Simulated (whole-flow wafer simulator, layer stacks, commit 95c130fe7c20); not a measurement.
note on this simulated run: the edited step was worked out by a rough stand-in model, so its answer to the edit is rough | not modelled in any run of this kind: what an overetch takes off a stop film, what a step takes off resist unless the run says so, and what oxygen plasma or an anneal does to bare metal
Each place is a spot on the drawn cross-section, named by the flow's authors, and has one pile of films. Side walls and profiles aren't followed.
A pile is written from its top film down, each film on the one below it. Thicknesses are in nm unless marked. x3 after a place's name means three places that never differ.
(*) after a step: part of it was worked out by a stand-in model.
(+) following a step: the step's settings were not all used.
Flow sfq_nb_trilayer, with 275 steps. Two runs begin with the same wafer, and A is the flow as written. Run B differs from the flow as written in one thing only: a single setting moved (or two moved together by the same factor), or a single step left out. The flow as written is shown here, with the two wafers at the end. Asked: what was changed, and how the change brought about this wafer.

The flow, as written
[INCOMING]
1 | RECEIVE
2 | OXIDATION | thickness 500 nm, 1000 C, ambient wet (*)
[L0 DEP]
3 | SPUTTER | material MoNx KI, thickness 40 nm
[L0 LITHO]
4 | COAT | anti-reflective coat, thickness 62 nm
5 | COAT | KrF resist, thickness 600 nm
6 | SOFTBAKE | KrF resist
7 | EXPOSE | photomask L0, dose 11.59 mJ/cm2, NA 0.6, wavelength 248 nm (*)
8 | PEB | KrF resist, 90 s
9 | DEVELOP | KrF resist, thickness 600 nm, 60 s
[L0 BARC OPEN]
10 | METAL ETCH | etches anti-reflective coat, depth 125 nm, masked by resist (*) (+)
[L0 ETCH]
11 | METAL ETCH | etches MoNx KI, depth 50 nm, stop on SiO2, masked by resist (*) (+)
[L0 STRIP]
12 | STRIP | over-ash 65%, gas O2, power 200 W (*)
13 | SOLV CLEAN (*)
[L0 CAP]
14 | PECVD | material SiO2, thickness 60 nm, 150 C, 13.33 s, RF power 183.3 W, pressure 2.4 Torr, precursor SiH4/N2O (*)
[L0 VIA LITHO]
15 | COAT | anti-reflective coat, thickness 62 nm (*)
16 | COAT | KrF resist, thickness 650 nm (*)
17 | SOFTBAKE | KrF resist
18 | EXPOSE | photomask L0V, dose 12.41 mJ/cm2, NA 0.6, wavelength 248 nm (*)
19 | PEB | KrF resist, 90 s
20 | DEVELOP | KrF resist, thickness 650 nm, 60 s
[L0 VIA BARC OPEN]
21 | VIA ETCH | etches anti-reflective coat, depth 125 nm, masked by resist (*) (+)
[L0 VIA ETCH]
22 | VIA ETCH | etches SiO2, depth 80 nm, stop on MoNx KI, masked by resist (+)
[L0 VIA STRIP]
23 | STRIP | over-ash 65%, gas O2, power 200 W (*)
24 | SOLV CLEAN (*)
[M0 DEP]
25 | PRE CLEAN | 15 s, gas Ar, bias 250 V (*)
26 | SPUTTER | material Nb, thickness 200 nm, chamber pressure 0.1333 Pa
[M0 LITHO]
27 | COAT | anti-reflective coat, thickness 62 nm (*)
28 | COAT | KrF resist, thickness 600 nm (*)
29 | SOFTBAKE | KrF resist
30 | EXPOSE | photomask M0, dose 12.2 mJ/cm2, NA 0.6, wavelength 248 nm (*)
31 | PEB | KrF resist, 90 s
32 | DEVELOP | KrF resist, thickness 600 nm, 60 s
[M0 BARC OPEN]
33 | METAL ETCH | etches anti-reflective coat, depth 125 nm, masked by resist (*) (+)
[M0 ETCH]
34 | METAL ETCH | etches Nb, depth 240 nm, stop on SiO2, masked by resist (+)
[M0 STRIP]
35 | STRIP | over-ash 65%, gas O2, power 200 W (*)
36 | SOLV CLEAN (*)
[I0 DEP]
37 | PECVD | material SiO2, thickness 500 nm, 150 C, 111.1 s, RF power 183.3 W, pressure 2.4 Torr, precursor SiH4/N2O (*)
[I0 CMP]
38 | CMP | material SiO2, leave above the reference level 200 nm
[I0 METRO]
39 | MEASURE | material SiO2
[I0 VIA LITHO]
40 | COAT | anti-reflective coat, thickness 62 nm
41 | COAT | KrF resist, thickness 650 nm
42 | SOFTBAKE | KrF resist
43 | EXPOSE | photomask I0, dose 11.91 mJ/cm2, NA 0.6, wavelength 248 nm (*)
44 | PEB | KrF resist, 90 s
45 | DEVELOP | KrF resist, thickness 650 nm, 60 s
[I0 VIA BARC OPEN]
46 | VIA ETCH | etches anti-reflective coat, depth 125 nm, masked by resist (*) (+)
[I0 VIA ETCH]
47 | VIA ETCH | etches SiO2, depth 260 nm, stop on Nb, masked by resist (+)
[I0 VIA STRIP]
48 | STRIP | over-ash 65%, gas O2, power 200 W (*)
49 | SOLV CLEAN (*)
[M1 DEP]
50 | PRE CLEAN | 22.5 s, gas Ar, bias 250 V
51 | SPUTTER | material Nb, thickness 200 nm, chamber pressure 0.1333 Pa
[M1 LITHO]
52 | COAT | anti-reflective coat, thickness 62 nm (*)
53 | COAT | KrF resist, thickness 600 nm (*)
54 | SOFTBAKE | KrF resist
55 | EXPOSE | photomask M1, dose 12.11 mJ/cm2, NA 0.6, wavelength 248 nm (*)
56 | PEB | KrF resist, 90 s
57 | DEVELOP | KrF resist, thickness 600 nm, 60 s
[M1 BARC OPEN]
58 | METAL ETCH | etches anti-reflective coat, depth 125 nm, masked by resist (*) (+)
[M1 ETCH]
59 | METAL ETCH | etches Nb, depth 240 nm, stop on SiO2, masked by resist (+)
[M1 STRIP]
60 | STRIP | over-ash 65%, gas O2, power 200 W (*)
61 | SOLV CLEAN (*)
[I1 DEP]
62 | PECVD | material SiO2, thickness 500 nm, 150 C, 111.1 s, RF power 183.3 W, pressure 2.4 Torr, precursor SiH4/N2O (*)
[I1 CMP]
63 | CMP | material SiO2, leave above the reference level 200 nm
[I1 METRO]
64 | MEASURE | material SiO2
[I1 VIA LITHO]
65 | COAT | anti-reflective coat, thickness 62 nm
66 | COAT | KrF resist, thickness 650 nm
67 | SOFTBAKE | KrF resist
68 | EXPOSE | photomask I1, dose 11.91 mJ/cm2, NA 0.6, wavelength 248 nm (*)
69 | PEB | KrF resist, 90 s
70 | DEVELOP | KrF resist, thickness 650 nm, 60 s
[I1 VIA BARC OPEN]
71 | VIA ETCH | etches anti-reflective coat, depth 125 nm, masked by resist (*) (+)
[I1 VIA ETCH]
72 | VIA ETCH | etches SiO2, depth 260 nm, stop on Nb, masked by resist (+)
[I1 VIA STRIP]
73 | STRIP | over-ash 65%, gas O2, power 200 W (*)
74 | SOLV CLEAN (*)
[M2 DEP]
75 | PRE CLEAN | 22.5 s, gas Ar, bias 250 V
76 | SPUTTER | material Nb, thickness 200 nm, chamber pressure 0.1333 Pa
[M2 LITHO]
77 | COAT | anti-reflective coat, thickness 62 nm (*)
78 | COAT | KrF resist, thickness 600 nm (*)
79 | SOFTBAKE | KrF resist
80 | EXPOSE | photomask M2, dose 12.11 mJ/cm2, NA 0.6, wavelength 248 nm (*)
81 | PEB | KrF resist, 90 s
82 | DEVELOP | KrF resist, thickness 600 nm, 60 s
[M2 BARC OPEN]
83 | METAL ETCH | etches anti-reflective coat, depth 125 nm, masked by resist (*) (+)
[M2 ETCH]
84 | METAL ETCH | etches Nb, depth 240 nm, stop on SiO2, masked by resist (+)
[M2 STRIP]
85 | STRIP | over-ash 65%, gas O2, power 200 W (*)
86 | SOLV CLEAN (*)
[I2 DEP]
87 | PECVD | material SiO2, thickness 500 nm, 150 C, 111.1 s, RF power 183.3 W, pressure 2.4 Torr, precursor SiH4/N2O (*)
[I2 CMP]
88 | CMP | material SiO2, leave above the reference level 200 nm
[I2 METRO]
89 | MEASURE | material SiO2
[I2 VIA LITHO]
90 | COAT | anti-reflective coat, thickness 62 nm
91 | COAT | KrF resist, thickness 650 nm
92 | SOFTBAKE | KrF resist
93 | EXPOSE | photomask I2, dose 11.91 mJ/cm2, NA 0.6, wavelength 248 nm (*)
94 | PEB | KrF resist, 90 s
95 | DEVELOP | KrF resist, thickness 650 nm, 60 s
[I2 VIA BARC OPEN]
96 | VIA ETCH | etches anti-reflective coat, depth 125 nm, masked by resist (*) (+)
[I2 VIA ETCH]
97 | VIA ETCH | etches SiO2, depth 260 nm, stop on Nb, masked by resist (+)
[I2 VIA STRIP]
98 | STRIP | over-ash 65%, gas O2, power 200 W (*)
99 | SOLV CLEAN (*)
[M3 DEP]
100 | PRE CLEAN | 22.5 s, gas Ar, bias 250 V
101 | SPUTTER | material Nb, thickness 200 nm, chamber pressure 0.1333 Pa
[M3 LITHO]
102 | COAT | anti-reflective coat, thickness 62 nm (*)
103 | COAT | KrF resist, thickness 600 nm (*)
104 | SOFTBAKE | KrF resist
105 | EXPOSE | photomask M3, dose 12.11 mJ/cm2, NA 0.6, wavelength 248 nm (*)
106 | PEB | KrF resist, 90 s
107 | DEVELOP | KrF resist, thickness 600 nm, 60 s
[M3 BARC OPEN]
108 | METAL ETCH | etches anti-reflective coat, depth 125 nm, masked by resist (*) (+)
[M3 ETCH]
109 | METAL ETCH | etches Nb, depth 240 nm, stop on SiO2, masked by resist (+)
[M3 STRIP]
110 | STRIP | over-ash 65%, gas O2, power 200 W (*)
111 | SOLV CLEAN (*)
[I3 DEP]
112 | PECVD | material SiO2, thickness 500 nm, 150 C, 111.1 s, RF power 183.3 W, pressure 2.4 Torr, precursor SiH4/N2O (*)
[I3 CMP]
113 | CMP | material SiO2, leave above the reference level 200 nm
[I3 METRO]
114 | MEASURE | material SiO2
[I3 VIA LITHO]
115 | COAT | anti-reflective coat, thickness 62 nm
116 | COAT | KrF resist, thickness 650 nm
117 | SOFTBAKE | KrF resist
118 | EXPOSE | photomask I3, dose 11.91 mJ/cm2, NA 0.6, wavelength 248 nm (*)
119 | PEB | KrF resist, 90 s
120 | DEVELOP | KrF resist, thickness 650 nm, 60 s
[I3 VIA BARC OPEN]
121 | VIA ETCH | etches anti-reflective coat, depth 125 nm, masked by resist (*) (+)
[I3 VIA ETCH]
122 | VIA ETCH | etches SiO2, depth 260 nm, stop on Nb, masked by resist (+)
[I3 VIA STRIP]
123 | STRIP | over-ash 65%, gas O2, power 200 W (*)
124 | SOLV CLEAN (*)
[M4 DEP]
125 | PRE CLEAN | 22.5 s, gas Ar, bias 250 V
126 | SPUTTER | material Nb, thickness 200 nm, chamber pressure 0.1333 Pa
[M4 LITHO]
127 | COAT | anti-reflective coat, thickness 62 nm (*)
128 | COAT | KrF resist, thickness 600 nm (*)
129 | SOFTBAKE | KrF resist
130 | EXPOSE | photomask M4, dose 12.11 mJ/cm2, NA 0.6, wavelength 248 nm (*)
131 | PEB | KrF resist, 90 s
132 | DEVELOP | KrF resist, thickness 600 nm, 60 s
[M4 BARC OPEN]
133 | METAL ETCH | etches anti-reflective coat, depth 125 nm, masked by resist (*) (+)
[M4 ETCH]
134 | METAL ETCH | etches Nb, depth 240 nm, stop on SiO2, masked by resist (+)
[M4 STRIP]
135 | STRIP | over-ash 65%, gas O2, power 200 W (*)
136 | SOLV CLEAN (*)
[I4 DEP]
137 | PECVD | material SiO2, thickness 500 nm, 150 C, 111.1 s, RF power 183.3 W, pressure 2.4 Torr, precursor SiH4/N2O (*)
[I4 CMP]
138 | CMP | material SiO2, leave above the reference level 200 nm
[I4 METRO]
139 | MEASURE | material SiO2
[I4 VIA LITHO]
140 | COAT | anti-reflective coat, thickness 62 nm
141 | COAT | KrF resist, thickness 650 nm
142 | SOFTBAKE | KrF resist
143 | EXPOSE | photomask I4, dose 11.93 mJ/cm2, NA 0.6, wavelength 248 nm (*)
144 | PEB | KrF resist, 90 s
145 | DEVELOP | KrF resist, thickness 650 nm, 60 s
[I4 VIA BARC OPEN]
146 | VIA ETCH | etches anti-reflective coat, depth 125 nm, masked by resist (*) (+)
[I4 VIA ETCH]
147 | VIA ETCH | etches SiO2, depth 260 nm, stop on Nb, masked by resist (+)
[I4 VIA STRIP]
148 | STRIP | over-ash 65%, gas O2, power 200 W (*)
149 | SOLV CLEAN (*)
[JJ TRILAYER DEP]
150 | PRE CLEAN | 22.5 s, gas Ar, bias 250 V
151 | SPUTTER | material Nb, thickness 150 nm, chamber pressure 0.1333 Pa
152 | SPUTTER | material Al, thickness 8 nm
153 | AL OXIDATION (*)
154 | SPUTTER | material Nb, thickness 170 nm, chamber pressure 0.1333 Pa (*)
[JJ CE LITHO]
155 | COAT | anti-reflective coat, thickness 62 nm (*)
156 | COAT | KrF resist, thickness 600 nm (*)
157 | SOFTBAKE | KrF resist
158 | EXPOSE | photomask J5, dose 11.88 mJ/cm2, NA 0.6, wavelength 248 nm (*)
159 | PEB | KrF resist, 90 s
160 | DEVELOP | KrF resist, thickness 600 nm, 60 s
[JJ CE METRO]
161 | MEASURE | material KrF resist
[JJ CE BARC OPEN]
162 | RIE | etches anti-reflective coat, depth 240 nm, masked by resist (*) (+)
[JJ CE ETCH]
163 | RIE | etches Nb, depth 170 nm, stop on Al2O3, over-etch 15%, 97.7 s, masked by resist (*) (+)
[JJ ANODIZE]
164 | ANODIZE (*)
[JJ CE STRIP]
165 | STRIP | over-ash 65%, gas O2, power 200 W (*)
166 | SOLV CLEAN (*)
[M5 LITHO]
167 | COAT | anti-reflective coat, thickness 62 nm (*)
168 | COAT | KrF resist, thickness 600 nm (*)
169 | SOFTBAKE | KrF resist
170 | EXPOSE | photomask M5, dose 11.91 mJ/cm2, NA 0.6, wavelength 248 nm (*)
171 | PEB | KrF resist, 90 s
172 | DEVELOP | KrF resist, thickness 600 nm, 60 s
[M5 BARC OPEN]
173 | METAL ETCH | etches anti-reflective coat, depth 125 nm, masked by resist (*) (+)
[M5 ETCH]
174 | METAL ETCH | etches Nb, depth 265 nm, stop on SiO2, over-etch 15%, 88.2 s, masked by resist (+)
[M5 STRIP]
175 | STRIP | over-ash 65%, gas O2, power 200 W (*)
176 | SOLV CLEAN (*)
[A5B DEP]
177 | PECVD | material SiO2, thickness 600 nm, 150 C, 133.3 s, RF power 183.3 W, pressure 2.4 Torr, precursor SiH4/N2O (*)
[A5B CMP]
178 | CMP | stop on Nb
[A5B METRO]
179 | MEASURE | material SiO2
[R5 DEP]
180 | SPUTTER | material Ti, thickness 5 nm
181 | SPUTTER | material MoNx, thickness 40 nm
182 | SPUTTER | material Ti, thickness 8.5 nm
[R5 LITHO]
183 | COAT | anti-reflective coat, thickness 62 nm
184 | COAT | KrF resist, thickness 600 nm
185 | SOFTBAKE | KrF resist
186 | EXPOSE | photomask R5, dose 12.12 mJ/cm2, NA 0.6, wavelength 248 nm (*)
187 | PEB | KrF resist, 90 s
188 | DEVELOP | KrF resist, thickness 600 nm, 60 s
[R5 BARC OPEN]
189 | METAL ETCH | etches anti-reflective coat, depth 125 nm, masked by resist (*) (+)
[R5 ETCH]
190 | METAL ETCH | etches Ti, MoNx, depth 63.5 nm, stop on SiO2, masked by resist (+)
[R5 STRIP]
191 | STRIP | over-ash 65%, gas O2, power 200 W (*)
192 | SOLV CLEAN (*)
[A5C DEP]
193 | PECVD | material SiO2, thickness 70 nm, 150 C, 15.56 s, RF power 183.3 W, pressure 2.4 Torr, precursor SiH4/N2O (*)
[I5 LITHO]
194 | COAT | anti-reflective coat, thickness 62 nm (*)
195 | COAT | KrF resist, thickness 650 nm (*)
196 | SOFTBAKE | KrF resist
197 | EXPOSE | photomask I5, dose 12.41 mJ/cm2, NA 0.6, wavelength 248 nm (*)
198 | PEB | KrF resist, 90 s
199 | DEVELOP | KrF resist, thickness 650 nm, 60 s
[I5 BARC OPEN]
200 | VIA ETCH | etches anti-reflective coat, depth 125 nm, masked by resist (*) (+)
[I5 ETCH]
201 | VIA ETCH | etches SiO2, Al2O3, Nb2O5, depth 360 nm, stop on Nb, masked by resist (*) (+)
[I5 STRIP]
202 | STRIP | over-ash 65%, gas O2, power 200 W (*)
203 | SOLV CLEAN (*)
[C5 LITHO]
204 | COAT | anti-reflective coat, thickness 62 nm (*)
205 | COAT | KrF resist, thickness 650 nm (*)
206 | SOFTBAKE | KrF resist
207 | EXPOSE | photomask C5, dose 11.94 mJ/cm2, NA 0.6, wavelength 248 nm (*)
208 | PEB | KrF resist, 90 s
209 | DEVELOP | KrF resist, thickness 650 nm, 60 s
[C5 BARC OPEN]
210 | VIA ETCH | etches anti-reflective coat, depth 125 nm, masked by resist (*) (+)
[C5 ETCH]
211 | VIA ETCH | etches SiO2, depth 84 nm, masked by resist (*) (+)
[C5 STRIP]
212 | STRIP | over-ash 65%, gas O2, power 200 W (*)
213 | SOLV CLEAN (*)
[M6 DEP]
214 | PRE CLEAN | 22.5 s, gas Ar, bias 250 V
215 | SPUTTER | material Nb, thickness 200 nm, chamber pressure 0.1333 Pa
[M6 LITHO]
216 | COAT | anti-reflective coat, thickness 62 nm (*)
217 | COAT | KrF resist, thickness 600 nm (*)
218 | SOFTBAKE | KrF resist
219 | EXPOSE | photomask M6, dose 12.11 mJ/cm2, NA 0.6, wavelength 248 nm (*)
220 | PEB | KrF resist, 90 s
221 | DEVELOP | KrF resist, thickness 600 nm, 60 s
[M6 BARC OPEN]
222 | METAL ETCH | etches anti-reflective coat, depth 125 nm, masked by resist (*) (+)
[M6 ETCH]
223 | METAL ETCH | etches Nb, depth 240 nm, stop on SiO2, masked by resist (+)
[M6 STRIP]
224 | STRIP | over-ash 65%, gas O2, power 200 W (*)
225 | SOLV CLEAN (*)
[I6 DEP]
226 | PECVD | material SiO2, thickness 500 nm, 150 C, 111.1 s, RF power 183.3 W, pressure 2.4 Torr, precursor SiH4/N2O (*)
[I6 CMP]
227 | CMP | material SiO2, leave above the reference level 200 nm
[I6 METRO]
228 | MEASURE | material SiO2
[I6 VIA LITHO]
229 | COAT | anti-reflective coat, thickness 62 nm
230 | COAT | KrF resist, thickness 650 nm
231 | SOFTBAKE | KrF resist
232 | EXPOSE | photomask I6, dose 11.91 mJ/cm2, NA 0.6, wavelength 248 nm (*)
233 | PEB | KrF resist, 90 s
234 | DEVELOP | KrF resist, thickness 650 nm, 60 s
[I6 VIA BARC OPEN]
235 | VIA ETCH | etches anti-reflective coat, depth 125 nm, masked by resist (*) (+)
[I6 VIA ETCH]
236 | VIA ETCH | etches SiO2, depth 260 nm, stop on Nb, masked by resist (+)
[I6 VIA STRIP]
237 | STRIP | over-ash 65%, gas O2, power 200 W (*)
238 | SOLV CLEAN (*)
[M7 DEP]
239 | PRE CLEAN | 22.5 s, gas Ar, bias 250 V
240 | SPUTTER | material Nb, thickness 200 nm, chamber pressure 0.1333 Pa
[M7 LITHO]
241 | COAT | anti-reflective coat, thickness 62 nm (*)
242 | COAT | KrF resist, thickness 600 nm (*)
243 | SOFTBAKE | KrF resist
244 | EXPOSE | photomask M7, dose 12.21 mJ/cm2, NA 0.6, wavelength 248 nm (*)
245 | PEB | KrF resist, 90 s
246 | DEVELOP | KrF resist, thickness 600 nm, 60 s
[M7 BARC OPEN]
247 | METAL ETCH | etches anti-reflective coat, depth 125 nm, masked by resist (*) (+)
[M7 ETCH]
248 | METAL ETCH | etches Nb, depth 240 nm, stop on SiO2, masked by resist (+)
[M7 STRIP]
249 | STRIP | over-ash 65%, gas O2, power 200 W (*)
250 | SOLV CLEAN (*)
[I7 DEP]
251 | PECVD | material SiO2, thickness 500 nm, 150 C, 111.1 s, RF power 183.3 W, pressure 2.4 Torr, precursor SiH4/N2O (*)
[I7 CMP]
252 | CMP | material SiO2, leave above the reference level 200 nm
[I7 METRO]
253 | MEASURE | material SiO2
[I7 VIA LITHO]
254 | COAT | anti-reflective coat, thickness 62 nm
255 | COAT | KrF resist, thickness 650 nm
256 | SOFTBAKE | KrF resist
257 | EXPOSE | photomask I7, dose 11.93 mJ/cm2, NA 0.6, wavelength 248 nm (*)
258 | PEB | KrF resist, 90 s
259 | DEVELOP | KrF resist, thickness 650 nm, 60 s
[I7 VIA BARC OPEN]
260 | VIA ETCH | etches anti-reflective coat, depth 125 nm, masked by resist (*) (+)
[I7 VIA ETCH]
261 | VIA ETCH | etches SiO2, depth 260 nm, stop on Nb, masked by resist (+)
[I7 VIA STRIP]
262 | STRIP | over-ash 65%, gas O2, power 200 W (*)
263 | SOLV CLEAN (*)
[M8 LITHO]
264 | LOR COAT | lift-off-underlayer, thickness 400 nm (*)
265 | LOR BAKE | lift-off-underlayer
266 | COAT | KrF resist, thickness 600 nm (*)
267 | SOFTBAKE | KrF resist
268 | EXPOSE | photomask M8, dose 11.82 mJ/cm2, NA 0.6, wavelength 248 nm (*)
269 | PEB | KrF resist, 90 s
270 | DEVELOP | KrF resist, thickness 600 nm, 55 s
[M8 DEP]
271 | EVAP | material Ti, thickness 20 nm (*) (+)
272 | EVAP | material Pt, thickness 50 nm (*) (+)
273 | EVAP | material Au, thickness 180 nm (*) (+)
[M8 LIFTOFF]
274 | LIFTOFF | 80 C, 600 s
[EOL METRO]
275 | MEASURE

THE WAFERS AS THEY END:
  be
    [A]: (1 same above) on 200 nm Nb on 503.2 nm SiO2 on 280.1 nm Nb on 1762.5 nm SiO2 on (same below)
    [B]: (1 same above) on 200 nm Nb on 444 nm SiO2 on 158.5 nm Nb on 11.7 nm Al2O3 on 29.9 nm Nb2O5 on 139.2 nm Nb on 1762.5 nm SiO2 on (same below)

The reason: step 201, VIA ETCH: depth 212 nm was run, though the flow has depth 360 nm.

How this came from the change, step by step:
  201 | VIA ETCH | etches SiO2, Al2O3, Nb2O5, depth 360 nm, stop on Nb, masked by resist (*) (+)
      be: A SiO2 loses 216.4 (all of it), Al2O3 loses 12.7 (all of it), Nb2O5 loses 29.9 (all of it) | B SiO2 loses 212
      field_l, v_sur, via_wl and 102 more: A KrF resist loses 240 | B KrF resist loses 141.3
  202 | STRIP | over-ash 65%, gas O2, power 200 W (*)
      p4_fl, p4_fm, p4_w1 and 44 more: A KrF resist loses 333.1 (all of it), anti-reflective coat loses 62 (all of it) | B KrF resist loses 431.8 (all of it), anti-reflective coat loses 62 (all of it)
      wl_b_m5, wl_b_sr, wl_c_sl and 11 more: A KrF resist loses 333 (all of it), anti-reflective coat loses 62 (all of it) | B KrF resist loses 431.7 (all of it), anti-reflective coat loses 62 (all of it)
      (as well as at 44 more places)
  204 | COAT | anti-reflective coat, thickness 62 nm (*)
      wire: A anti-reflective coat gains 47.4 (new film) | B anti-reflective coat gains 48.8 (new film)
      be: A anti-reflective coat gains 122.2 (new film) | B anti-reflective coat gains 115.2 (new film)
      (as well as at 1 more place)
  205 | COAT | KrF resist, thickness 650 nm (*)
      be: A KrF resist gains 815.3 (new film) | B KrF resist gains 781.8 (new film)
  212 | STRIP | over-ash 65%, gas O2, power 200 W (*)
      wire: A KrF resist loses 555.8 (all of it), anti-reflective coat loses 47.4 (all of it) | B KrF resist loses 558.4 (all of it), anti-reflective coat loses 48.8 (all of it)
      be: A KrF resist loses 728.2 (all of it), anti-reflective coat loses 122.2 (all of it) | B KrF resist loses 694.6 (all of it), anti-reflective coat loses 115.2 (all of it)
      (as well as at 1 more place)
  214 | PRE CLEAN | 22.5 s, gas Ar, bias 250 V
      be: A Nb loses 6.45 | B SiO2 loses 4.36 (all of it), Al2O3 loses 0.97
  215 | SPUTTER | material Nb, thickness 200 nm, chamber pressure 0.1333 Pa
      be: A Nb gains 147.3 | B Nb gains 158.5 (new film)
  216 | COAT | anti-reflective coat, thickness 62 nm (*)
      wire: A anti-reflective coat gains 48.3 (new film) | B anti-reflective coat gains 49.7 (new film)
      be: A anti-reflective coat gains 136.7 (new film) | B anti-reflective coat gains 127.4 (new film)
      (as well as at 1 more place)
  217 | COAT | KrF resist, thickness 600 nm (*)
      be: A KrF resist gains 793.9 (new film) | B KrF resist gains 752.4 (new film)
  224 | STRIP | over-ash 65%, gas O2, power 200 W (*)
      wire: A KrF resist loses 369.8 (all of it), anti-reflective coat loses 48.3 (all of it) | B KrF resist loses 373.5 (all of it), anti-reflective coat loses 49.7 (all of it)
      be: A KrF resist loses 575.8 (all of it), anti-reflective coat loses 136.7 (all of it) | B KrF resist loses 534.4 (all of it), anti-reflective coat loses 127.4 (all of it)
      (as well as at 1 more place)
  226 | PECVD | material SiO2, thickness 500 nm, 150 C, 111.1 s, RF power 183.3 W, pressure 2.4 Torr, precursor SiH4/N2O (*)
      be: A SiO2 gains 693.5 (new film) | B SiO2 gains 634.3 (new film)
Taking metal films that touch as one body, be has 4 bodies (between them, from the top down: SiO2 444; Al2O3 11.7 / Nb2O5 29.9; SiO2 1762.5); the flow as written gives 3 bodies (between them, from the top down: SiO2 503.2; SiO2 1762.5).
